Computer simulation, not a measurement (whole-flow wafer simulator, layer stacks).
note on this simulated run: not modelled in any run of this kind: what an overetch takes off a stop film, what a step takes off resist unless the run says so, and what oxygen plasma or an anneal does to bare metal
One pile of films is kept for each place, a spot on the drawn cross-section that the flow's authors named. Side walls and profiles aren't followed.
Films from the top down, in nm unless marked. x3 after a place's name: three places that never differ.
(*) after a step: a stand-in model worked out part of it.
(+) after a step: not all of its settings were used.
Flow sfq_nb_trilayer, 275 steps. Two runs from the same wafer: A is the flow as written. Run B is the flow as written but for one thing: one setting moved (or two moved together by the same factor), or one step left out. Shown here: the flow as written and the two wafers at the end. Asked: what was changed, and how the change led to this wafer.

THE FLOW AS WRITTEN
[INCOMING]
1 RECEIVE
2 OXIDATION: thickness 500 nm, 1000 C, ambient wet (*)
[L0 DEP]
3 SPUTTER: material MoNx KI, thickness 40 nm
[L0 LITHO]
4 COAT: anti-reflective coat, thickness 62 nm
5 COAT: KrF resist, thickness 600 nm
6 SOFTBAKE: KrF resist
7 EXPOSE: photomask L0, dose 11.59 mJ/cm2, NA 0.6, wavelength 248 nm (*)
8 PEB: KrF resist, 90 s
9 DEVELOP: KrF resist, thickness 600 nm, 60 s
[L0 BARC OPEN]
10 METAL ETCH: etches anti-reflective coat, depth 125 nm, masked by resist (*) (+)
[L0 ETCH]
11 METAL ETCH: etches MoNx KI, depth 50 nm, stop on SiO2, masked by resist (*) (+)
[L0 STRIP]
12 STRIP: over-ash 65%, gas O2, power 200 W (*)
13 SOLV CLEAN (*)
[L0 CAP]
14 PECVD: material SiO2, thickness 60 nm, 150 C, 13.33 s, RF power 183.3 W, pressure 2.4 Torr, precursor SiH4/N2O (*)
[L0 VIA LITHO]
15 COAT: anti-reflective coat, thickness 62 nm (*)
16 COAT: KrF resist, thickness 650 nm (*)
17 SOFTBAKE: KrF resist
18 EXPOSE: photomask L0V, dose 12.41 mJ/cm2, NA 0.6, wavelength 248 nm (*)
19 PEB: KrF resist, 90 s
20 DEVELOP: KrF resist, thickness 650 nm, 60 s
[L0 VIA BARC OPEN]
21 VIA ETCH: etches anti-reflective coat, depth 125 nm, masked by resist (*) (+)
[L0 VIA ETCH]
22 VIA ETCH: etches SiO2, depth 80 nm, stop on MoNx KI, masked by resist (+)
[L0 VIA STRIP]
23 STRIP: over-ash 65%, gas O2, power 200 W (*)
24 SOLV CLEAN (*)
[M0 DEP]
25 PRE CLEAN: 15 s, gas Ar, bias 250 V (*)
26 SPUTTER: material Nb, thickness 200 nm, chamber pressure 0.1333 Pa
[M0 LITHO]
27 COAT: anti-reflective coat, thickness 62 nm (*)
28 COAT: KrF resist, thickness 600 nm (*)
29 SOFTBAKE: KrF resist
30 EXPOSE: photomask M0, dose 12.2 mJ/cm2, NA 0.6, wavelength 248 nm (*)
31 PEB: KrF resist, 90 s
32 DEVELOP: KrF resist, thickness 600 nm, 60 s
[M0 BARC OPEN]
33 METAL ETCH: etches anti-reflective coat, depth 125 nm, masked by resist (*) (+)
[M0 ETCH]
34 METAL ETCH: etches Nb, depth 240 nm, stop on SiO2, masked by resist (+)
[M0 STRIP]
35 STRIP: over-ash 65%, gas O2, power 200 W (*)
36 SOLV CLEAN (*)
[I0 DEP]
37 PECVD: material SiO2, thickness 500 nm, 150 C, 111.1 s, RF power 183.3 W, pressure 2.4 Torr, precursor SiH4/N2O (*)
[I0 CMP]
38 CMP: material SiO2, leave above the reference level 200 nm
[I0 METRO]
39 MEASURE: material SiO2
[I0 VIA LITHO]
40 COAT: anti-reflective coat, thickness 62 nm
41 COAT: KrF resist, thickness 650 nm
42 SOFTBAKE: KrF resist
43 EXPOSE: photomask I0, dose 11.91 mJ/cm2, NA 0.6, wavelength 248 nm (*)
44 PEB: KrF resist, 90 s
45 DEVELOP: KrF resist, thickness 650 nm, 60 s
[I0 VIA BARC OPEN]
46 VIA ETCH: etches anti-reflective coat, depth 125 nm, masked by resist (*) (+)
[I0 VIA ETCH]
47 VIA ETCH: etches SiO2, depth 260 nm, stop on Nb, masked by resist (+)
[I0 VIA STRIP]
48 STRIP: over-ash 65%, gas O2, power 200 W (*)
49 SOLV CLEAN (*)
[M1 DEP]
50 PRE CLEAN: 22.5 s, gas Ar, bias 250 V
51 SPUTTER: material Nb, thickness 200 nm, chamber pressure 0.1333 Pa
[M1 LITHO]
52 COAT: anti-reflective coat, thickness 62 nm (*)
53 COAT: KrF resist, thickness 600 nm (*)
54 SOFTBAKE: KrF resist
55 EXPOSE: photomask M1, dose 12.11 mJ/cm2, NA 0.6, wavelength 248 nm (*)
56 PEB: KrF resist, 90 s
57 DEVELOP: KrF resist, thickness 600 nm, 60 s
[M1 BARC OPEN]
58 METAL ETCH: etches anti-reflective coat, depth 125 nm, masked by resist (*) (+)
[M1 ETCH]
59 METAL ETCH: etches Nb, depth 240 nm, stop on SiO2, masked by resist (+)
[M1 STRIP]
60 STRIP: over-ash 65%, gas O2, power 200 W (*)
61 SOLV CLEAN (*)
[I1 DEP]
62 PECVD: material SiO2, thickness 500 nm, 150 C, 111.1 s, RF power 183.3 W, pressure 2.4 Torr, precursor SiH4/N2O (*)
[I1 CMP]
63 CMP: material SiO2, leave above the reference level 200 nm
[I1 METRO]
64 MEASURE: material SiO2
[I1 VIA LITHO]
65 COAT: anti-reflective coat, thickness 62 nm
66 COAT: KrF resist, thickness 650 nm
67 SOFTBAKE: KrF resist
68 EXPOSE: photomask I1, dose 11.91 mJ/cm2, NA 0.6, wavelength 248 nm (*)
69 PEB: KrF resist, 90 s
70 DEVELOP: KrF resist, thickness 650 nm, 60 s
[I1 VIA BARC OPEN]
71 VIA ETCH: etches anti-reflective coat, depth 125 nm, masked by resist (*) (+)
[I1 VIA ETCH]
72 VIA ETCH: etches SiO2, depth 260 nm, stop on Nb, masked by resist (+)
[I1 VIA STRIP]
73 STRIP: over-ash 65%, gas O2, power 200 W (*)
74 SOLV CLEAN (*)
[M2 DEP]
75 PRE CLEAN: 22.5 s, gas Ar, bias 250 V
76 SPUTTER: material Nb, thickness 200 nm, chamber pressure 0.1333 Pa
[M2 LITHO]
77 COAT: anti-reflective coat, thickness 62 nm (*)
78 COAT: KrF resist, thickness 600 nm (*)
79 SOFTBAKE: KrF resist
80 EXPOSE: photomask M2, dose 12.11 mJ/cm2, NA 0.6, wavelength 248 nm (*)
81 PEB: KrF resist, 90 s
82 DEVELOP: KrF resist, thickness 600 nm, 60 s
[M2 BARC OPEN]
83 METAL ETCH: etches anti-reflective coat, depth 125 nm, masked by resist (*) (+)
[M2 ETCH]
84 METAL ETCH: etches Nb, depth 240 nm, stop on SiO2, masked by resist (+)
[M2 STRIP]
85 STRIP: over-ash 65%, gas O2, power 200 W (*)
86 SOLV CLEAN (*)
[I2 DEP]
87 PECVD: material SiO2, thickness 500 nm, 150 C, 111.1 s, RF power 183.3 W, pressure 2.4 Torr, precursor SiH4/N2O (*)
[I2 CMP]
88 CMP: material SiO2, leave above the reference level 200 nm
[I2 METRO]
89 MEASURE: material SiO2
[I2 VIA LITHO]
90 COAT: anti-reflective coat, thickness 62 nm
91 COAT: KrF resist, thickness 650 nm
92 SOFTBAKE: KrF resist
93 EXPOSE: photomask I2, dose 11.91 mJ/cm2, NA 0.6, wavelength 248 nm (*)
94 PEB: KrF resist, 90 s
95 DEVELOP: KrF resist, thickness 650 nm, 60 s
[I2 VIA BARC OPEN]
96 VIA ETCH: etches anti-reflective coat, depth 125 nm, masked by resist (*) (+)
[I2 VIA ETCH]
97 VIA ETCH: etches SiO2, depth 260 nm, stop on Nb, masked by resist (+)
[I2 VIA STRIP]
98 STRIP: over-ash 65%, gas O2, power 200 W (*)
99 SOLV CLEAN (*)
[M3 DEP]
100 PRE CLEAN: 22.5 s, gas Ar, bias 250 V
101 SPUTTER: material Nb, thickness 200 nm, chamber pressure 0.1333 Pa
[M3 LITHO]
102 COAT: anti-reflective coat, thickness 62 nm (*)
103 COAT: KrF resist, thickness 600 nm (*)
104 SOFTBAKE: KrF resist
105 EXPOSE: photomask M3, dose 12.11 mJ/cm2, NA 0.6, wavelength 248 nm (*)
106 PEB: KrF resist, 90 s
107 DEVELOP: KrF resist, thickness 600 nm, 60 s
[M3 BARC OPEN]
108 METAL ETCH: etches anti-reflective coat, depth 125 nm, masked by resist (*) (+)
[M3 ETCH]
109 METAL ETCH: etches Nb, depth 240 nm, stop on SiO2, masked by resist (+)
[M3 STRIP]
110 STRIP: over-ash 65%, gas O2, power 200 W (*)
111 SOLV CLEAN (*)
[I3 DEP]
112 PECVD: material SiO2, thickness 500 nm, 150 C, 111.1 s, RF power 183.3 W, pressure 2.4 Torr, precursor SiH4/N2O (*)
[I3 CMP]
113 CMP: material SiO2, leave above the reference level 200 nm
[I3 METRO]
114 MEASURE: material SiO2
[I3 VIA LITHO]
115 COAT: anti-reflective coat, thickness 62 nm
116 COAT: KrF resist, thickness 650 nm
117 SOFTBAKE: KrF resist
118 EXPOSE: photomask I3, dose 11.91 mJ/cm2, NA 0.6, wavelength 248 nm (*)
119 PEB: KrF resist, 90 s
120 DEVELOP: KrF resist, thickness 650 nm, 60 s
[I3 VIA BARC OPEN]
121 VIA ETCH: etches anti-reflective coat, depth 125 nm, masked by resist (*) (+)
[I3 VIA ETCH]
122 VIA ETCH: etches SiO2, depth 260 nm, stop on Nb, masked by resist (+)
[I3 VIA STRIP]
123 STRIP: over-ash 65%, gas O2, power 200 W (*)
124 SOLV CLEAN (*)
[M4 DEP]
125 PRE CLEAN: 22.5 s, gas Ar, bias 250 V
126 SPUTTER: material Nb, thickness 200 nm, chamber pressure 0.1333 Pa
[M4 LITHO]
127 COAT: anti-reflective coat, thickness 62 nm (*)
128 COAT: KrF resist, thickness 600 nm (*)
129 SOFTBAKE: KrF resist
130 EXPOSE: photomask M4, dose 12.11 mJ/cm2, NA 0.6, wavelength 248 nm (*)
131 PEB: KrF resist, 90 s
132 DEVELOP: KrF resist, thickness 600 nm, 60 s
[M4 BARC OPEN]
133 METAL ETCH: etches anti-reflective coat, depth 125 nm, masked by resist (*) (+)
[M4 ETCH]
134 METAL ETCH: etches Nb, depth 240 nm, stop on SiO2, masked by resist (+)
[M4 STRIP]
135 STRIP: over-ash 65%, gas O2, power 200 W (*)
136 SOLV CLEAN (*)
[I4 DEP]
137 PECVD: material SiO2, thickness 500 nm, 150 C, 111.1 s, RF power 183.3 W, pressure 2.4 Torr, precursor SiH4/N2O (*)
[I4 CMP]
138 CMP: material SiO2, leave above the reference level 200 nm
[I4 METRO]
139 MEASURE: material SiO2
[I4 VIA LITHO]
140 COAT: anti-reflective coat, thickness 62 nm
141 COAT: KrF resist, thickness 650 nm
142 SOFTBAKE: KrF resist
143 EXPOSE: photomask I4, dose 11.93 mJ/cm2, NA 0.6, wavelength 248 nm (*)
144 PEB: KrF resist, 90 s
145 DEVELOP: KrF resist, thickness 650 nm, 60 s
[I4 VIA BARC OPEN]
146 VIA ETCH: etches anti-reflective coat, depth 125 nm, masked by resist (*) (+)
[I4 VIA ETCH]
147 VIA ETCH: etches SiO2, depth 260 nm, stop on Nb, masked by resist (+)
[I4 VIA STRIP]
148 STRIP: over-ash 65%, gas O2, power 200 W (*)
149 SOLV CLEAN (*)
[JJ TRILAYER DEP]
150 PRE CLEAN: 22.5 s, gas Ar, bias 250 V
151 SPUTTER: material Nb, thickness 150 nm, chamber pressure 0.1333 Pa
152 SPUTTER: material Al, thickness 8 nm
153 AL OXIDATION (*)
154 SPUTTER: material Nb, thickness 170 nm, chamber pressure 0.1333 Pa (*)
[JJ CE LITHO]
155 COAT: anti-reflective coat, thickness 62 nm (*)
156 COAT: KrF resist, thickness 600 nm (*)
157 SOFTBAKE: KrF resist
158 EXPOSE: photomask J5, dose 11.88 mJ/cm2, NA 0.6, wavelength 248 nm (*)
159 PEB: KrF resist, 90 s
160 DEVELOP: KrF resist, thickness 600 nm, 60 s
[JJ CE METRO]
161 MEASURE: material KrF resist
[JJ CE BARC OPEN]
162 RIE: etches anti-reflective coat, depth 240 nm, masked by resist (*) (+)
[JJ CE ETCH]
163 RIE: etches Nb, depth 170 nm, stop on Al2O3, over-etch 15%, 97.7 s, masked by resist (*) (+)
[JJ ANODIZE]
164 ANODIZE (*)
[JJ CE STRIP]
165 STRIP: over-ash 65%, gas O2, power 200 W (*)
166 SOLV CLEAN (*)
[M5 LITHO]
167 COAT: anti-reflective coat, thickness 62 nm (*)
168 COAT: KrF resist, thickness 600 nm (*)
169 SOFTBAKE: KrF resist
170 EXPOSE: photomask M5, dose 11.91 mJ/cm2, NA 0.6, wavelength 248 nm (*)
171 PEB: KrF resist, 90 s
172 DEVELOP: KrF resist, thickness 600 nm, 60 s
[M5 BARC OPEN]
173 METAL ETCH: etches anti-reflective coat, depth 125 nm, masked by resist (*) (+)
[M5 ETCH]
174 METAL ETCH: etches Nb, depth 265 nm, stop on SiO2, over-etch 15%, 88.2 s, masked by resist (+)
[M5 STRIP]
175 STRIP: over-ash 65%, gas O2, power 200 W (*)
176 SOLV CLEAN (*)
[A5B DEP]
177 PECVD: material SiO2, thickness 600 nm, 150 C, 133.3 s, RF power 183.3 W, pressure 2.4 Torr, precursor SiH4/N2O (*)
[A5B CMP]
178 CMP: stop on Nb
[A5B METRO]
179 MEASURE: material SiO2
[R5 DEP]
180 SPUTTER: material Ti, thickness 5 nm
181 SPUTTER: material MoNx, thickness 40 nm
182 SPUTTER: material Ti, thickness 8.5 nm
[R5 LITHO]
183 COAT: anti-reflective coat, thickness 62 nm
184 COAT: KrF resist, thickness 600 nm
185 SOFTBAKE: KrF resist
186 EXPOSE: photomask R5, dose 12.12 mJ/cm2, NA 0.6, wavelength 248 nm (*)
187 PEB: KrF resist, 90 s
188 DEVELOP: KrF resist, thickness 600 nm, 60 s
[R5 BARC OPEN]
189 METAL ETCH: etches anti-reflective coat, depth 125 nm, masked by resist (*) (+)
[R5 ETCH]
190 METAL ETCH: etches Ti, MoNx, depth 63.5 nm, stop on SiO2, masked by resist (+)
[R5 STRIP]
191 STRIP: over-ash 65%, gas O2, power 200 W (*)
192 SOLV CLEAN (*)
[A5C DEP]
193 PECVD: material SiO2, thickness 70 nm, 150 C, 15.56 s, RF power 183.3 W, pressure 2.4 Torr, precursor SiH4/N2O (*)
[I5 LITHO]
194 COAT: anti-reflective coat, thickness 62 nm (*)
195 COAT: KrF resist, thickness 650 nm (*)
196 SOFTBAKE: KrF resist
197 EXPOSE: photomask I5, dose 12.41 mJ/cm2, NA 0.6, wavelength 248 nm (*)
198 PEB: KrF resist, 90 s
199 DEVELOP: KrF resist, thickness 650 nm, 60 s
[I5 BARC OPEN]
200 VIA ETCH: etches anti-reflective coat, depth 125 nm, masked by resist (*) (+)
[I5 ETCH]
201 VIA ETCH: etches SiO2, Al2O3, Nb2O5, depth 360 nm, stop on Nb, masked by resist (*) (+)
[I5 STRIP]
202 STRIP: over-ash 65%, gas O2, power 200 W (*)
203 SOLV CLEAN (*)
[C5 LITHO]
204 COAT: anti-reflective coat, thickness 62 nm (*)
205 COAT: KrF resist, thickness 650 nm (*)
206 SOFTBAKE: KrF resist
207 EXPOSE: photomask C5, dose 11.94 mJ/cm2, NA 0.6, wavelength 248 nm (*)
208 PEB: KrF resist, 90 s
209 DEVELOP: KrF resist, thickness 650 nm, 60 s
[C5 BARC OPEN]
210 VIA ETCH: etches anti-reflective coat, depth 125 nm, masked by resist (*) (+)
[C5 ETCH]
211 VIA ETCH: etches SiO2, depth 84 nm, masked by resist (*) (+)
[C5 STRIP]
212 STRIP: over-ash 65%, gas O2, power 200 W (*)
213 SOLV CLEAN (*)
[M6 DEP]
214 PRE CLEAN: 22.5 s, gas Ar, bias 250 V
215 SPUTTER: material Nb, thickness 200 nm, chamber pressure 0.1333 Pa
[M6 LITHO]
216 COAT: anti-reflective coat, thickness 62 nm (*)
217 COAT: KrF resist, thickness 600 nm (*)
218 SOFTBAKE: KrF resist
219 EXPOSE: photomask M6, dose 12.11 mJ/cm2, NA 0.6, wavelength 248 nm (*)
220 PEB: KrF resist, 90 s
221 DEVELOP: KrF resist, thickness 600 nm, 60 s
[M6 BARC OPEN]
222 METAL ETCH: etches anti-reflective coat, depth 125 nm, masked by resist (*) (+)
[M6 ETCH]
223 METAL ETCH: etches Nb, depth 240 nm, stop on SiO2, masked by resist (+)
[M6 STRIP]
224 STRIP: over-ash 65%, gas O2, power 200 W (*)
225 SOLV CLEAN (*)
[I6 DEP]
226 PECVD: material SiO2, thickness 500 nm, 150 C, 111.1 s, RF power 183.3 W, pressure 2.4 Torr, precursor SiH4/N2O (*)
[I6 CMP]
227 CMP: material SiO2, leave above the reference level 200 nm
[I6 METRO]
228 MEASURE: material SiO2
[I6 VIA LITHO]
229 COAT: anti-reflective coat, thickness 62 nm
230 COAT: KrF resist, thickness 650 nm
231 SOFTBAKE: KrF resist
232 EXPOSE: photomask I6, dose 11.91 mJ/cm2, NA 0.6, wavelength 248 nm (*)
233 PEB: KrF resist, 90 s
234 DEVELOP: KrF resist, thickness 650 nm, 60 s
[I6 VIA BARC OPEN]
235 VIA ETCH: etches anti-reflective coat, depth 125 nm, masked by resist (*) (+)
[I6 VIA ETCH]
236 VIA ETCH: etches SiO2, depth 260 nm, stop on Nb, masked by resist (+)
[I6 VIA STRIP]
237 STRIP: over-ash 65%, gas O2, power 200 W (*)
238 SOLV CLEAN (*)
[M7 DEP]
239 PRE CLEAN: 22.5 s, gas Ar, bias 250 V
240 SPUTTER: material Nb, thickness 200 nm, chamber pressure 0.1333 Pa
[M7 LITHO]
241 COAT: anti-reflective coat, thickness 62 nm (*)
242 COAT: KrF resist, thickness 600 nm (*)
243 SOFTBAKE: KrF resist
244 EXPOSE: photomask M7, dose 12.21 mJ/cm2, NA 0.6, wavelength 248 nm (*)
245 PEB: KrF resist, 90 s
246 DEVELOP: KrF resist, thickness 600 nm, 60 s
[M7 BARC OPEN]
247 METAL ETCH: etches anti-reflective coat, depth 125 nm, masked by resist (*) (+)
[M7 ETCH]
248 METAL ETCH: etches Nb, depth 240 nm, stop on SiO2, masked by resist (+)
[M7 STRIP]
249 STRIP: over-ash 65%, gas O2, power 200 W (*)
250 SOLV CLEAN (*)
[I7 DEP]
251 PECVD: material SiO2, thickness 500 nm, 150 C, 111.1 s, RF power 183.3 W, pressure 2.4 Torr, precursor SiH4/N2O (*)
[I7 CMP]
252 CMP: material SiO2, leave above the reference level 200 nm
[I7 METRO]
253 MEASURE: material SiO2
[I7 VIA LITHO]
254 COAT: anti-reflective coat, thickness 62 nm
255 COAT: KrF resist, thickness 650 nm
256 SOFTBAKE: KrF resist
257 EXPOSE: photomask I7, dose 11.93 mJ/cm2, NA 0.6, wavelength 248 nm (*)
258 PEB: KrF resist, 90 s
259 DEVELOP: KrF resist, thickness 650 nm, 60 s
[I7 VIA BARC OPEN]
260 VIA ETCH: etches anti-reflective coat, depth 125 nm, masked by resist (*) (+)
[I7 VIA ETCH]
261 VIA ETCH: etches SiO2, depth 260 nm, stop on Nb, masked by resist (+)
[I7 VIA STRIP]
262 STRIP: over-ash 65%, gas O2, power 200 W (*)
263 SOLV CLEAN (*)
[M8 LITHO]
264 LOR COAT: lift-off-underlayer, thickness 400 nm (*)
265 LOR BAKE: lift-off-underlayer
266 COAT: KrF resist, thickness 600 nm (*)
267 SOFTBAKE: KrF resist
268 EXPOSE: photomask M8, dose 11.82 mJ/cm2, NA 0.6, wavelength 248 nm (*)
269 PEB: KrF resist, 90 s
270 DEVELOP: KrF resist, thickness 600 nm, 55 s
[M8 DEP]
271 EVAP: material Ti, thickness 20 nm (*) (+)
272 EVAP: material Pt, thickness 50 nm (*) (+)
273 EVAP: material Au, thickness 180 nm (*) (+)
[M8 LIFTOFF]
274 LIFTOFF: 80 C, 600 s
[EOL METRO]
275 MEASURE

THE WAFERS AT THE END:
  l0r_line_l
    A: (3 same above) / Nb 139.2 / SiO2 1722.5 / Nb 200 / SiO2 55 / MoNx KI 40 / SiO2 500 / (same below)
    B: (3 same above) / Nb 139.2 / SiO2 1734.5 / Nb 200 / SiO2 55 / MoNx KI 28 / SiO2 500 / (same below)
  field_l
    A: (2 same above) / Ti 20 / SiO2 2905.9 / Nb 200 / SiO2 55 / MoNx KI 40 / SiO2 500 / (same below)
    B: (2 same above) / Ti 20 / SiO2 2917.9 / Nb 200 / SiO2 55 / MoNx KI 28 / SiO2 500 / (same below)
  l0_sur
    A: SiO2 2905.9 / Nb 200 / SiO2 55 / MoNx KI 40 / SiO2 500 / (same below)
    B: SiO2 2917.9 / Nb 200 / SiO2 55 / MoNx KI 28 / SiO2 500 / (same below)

The cause: step 3, SPUTTER: thickness 28 nm was run, where the flow has thickness 40 nm.
It can be read off the wafer: l0r_line_l has MoNx KI 28, and step 3 as written asks for 40 nm.

How the change led to this, step by step:
  3 SPUTTER: material MoNx KI, thickness 40 nm
      field_l, v_sur, via_wl and 103 more: A MoNx KI +40 (new film) | B MoNx KI +28 (new film)
  11 METAL ETCH: etches MoNx KI, depth 50 nm, stop on SiO2, masked by resist (*) (+)
      v_sur, via_wl, via_w and 97 more: A MoNx KI -40 (all of it) | B MoNx KI -28 (all of it)
      field_l, l0_sur, l0v, l0r_line_l, l0r_line_c, l0r_line_r: A KrF resist -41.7 | B KrF resist -35
  15 COAT: anti-reflective coat, thickness 62 nm (*)
      field_l: A anti-reflective coat +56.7 (new film) | B anti-reflective coat +58.1 (new film)
      v_sur: A anti-reflective coat +72.2 (new film) | B anti-reflective coat +69.2 (new film)
      (and at 3 more places)
  23 STRIP: over-ash 65%, gas O2, power 200 W (*)
      field_l: A KrF resist -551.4 (all of it), anti-reflective coat -56.7 (all of it) | B KrF resist -554 (all of it), anti-reflective coat -58.1 (all of it)
      v_sur: A KrF resist -570.5 (all of it), anti-reflective coat -72.2 (all of it) | B KrF resist -567.1 (all of it), anti-reflective coat -69.2 (all of it)
      (and at 3 more places)
  27 COAT: anti-reflective coat, thickness 62 nm (*)
      field_l: A anti-reflective coat +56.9 (new film) | B anti-reflective coat +58.3 (new film)
      v_sur: A anti-reflective coat +72.3 (new film) | B anti-reflective coat +69.2 (new film)
      (and at 3 more places)
  35 STRIP: over-ash 65%, gas O2, power 200 W (*)
      field_l: A KrF resist -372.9 (all of it), anti-reflective coat -56.9 (all of it) | B KrF resist -375.7 (all of it), anti-reflective coat -58.3 (all of it)
      v_sur: A KrF resist -391.6 (all of it), anti-reflective coat -72.3 (all of it) | B KrF resist -388.8 (all of it), anti-reflective coat -69.2 (all of it)
      (and at 3 more places)
  38 CMP: material SiO2, leave above the reference level 200 nm
      field_l, l0_sur, l0r_line_l, l0r_line_c, l0r_line_r: A SiO2 -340 | B SiO2 -328
      l0v: A SiO2 -277.8 | B SiO2 -265.8
